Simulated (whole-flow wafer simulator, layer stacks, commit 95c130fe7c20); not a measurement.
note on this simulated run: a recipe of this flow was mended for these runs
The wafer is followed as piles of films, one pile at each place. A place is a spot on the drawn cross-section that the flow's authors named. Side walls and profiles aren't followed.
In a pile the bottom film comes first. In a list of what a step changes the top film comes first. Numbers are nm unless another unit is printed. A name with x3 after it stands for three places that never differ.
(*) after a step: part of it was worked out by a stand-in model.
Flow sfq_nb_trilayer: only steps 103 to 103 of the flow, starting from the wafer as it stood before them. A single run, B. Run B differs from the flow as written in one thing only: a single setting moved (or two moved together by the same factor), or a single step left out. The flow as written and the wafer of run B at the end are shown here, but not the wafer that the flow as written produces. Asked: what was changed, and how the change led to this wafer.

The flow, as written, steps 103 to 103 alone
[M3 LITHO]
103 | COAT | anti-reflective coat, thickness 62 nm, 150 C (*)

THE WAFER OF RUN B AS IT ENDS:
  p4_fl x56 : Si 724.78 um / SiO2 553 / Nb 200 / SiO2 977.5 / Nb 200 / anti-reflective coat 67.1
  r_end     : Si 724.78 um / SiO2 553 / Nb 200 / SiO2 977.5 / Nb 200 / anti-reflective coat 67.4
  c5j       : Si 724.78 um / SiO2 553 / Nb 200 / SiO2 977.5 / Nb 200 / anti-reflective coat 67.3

What caused this: step 103, COAT: thickness 67.1 nm was run, while the flow as written has thickness 62 nm.
One can read it off the wafer: p4_fl x56 has anti-reflective coat 67.1, and step 103 as written asks for 62 nm.

The path from the change to this, step by step:
  103 | COAT | anti-reflective coat, thickness 62 nm, 150 C (*)
      p4_fl x56, wl_j_sl x15, wl_d_m1, l0r_line_l x3, m0r_space_l x2: anti-reflective coat gains 67.1 (new film) (in the flow as written it would be: anti-reflective coat gains 62 (new film))
      r_end, moat, field_r and 7 more: anti-reflective coat gains 67.4 (new film) (in the flow as written it would be: anti-reflective coat gains 62.3 (new film))
      (and at 17 other places as well)
